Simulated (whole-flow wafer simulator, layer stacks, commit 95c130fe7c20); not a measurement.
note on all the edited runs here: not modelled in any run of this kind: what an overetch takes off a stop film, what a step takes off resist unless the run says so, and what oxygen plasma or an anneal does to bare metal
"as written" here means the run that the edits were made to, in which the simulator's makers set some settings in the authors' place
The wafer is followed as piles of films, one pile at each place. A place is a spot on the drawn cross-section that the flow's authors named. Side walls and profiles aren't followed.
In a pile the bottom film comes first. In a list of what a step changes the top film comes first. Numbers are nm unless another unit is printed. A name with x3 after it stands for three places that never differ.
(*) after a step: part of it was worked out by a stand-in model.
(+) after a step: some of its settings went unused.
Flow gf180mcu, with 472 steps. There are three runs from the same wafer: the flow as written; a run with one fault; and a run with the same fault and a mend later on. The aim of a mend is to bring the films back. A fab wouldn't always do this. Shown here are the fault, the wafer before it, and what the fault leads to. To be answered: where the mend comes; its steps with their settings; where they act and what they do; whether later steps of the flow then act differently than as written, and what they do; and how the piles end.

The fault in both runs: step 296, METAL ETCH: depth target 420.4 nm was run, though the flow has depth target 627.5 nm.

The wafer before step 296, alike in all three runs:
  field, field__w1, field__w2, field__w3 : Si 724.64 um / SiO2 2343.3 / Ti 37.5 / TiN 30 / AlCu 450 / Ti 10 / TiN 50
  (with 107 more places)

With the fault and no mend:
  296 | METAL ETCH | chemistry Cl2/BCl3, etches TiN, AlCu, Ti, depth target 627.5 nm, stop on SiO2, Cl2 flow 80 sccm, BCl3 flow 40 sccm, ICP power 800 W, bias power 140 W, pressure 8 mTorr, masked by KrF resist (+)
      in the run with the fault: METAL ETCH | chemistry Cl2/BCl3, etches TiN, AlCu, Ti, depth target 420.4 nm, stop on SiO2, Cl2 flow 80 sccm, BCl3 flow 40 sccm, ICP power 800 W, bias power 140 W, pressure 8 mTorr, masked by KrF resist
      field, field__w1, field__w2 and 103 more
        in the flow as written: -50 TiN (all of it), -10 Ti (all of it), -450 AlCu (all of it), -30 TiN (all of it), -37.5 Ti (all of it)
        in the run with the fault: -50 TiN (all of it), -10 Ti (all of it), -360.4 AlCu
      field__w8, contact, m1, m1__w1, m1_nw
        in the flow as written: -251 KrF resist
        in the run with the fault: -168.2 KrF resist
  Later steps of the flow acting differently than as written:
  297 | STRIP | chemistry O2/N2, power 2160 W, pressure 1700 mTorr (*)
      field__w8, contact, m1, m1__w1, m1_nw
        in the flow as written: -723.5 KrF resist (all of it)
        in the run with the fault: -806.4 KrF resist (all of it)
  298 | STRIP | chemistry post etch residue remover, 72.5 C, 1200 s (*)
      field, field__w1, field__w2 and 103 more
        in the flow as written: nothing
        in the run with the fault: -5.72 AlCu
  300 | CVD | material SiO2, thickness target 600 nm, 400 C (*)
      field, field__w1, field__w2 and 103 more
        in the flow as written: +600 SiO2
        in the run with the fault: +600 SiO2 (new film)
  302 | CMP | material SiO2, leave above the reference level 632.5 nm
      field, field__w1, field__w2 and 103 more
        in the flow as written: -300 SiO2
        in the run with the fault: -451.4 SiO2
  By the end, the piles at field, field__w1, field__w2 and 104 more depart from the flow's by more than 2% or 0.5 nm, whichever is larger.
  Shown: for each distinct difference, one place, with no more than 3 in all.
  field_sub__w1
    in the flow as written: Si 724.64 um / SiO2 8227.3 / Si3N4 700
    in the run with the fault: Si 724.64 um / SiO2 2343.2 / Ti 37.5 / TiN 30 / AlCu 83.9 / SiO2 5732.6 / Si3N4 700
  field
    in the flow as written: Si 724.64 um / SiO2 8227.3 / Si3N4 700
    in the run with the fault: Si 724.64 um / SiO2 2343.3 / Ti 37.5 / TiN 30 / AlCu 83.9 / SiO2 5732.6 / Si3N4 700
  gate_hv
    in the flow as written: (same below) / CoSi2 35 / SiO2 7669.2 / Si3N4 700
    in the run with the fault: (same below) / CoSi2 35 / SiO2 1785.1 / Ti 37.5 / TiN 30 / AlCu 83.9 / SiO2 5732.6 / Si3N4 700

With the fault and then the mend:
  The mend stands after step 296.
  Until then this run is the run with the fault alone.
  296a | METAL ETCH | chemistry Cl2/BCl3, etches TiN, AlCu, Ti, depth target 207.1 nm, stop on SiO2, Cl2 flow 80 sccm, BCl3 flow 40 sccm, ICP power 800 W, bias power 140 W, pressure 8 mTorr, masked by KrF resist (+) (the flow's step 296, run once more with other settings)
      field, field__w1, field__w2 and 103 more
        -89.6 AlCu (all of it), -30 TiN (all of it), -37.5 Ti (all of it)
      field__w8, contact, m1, m1__w1, m1_nw
        -82.8 KrF resist
  None of the later steps of the flow acts differently than as written at any place that is followed.
  By the end, the piles equal the flow's at every place that both follow.
